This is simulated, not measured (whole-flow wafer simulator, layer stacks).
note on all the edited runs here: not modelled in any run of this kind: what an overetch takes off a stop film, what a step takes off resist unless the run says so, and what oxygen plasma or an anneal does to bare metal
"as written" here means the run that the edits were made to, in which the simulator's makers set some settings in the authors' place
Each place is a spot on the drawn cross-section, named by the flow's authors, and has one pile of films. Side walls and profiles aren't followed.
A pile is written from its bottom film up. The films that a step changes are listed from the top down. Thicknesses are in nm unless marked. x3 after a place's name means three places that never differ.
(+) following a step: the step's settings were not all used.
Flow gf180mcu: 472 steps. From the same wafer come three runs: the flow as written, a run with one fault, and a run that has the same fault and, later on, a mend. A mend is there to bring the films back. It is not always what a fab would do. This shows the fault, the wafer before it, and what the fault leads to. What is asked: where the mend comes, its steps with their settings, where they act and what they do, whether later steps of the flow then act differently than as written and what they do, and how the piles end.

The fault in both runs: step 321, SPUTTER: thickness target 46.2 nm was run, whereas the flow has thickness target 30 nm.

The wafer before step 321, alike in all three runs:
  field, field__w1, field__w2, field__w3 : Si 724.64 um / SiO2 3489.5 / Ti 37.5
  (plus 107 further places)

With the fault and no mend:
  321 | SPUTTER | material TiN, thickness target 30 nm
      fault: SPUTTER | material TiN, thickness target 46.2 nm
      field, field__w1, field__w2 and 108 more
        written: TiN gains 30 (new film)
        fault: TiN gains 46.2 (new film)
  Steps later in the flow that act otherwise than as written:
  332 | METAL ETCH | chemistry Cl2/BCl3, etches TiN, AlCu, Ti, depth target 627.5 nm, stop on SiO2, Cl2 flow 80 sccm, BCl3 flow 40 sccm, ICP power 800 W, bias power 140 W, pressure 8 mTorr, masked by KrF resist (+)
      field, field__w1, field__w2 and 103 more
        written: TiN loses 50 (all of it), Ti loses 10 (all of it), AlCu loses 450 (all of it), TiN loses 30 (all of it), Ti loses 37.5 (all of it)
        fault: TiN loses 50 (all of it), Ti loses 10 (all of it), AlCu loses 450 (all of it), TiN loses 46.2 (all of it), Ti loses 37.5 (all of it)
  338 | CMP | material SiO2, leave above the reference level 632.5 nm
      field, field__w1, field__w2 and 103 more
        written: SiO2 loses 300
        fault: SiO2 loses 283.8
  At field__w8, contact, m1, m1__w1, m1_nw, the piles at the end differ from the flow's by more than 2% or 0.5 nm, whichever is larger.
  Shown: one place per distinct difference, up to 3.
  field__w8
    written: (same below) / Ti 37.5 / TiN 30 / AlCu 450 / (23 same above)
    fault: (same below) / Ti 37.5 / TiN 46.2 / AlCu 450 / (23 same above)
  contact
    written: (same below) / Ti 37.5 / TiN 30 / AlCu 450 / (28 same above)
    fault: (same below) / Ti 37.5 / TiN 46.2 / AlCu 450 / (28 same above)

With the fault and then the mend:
  After step 321 comes the mend.
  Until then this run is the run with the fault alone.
  321a | METAL ETCH | chemistry Cl2/BCl3, etches TiN, AlCu, Ti, depth target 16.2 nm, Cl2 flow 80 sccm, BCl3 flow 40 sccm, ICP power 800 W, bias power 140 W, pressure 8 mTorr (a further turn of the flow's step 260, with different settings)
      field, field__w1, field__w2 and 108 more
        TiN loses 16.2
  Later steps of the flow that are run all act as written at every place that is followed.
  By the end, the piles equal the flow's at every place that both follow.
